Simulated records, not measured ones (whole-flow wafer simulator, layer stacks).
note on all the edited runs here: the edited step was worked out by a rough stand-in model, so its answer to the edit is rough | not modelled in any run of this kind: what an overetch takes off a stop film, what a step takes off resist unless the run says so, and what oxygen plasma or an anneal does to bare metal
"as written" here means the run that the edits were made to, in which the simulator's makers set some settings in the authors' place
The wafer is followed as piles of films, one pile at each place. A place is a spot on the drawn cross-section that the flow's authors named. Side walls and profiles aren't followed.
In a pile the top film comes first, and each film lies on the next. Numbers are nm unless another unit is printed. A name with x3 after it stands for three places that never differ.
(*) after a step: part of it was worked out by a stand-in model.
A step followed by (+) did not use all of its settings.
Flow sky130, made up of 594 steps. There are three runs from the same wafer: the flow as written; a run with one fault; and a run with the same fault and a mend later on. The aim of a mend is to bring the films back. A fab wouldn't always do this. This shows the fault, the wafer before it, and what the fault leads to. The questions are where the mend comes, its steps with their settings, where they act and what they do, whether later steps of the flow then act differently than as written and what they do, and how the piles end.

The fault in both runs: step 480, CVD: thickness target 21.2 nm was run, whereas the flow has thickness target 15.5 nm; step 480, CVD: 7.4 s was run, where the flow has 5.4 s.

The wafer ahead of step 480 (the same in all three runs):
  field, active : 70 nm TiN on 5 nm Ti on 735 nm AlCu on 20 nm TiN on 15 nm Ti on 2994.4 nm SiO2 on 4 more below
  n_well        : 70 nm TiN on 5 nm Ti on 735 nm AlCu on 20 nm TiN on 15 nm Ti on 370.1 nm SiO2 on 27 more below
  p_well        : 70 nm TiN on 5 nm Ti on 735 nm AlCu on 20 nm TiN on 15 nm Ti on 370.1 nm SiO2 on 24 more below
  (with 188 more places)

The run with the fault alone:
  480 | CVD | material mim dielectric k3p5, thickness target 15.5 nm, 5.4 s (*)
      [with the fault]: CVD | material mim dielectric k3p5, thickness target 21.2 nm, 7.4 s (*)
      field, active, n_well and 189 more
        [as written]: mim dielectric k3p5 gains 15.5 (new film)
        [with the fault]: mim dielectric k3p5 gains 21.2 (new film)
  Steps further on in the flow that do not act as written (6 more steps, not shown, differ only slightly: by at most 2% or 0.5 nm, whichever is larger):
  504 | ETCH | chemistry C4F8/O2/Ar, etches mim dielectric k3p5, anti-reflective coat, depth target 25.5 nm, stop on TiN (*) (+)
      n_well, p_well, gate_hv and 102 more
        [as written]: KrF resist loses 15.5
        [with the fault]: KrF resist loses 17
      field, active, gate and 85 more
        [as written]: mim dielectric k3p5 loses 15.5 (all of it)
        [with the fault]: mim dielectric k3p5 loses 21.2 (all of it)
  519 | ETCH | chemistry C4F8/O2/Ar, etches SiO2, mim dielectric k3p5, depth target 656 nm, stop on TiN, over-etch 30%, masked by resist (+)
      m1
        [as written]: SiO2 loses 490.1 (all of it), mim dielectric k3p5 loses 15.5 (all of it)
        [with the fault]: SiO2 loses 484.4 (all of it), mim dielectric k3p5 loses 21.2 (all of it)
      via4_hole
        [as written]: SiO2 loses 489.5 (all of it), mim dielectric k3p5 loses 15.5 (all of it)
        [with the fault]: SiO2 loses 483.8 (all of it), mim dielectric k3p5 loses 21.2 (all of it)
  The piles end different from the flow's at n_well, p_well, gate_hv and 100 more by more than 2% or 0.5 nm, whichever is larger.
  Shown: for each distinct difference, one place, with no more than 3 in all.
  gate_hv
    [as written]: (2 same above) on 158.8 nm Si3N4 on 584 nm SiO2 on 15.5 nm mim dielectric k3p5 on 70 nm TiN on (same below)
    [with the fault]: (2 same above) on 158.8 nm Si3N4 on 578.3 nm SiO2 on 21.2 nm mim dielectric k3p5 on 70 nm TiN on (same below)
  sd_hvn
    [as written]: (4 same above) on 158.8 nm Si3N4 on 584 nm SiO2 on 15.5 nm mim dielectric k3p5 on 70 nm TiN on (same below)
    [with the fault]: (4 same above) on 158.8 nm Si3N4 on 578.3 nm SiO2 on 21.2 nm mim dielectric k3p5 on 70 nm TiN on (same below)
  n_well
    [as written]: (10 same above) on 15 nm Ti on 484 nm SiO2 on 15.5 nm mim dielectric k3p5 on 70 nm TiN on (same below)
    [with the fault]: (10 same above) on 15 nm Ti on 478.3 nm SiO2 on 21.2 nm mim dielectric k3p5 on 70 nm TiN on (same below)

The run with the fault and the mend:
  The mend stands after step 480.
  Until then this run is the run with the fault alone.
  480a | ETCH | chemistry C4F8/O2/Ar, etches mim dielectric k3p5, anti-reflective coat, depth target 5.7 nm (*) (the flow's step 450 again, with other settings)
      field, active, n_well and 189 more
        mim dielectric k3p5 loses 5.7
  Every later step of the flow that is run acts as written at every place that is followed.
  At every place that both follow, the piles at the end match the flow's.
